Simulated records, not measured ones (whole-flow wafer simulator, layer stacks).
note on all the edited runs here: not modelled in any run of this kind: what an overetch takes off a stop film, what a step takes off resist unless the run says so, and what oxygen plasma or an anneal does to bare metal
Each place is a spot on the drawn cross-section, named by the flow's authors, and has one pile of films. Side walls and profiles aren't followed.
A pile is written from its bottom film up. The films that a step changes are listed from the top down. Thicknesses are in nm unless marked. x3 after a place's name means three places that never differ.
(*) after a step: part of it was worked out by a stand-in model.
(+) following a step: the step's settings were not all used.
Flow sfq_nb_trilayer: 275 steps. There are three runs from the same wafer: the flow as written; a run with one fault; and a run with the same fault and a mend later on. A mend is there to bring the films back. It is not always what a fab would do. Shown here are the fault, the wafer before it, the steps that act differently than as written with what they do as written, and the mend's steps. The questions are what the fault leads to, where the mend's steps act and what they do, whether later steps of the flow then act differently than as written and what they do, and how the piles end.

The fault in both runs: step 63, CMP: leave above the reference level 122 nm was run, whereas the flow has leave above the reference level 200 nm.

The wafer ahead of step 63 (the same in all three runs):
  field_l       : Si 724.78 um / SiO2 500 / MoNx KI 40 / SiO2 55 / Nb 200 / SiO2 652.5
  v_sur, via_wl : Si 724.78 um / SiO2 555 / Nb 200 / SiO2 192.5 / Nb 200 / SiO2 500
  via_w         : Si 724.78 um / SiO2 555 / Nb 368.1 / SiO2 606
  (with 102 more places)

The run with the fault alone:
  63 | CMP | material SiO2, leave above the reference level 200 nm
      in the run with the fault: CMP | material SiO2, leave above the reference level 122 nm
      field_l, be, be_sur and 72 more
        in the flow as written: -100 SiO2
        in the run with the fault: -178 SiO2
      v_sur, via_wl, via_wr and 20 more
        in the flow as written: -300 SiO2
        in the run with the fault: -378 SiO2
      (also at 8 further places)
  Later steps of the flow acting differently than as written (not shown: 3 more steps that differ only slightly, by at most 2% or 0.5 nm, whichever is larger):
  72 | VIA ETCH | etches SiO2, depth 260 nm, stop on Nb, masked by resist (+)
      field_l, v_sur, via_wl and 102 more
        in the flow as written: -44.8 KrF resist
        in the run with the fault: -31.5 KrF resist
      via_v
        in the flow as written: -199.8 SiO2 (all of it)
        in the run with the fault: -121.8 SiO2 (all of it)
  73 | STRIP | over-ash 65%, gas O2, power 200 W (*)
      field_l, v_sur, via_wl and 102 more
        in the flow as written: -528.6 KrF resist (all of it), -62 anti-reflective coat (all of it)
        in the run with the fault: -541.9 KrF resist (all of it), -62 anti-reflective coat (all of it)
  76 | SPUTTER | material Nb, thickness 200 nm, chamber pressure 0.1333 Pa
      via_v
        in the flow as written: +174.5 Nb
        in the run with the fault: +190.2 Nb
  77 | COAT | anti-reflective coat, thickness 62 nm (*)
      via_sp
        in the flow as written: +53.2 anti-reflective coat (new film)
        in the run with the fault: +54.8 anti-reflective coat (new film)
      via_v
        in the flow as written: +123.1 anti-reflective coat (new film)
        in the run with the fault: +105.4 anti-reflective coat (new film)
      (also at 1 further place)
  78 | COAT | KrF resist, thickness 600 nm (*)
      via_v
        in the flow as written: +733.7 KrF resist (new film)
        in the run with the fault: +670.3 KrF resist (new film)
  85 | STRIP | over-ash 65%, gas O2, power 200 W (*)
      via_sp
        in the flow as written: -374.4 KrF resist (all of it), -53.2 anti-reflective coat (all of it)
        in the run with the fault: -379.5 KrF resist (all of it), -54.8 anti-reflective coat (all of it)
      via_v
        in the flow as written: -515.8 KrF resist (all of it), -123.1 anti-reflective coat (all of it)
        in the run with the fault: -452.5 KrF resist (all of it), -105.4 anti-reflective coat (all of it)
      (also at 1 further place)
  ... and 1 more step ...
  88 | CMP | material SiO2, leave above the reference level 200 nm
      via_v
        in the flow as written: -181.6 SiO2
        in the run with the fault: -169.2 SiO2
  At field_l, v_sur, via_wl and 103 more, the piles at the end differ from the flow's by more than 2% or 0.5 nm, whichever is larger.
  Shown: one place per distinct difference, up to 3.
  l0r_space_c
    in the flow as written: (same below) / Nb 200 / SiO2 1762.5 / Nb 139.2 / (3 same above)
    in the run with the fault: (same below) / Nb 200 / SiO2 1684.5 / Nb 139.2 / (3 same above)
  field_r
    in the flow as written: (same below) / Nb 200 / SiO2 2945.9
    in the run with the fault: (same below) / Nb 200 / SiO2 2867.9
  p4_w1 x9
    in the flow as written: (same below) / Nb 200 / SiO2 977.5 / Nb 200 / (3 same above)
    in the run with the fault: (same below) / Nb 200 / SiO2 899.5 / Nb 200 / (3 same above)

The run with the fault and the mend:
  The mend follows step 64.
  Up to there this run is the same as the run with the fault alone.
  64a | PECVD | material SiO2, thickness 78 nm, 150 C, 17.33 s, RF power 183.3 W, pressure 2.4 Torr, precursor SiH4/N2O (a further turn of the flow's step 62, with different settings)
      field_l, v_sur, via_wl and 103 more
        +78 SiO2
  Later steps of the flow that are run all act as written at every place that is followed, up to a difference of at most 2% or 0.5 nm, whichever is larger.
  At every place that both follow, the piles at the end match the flow's.
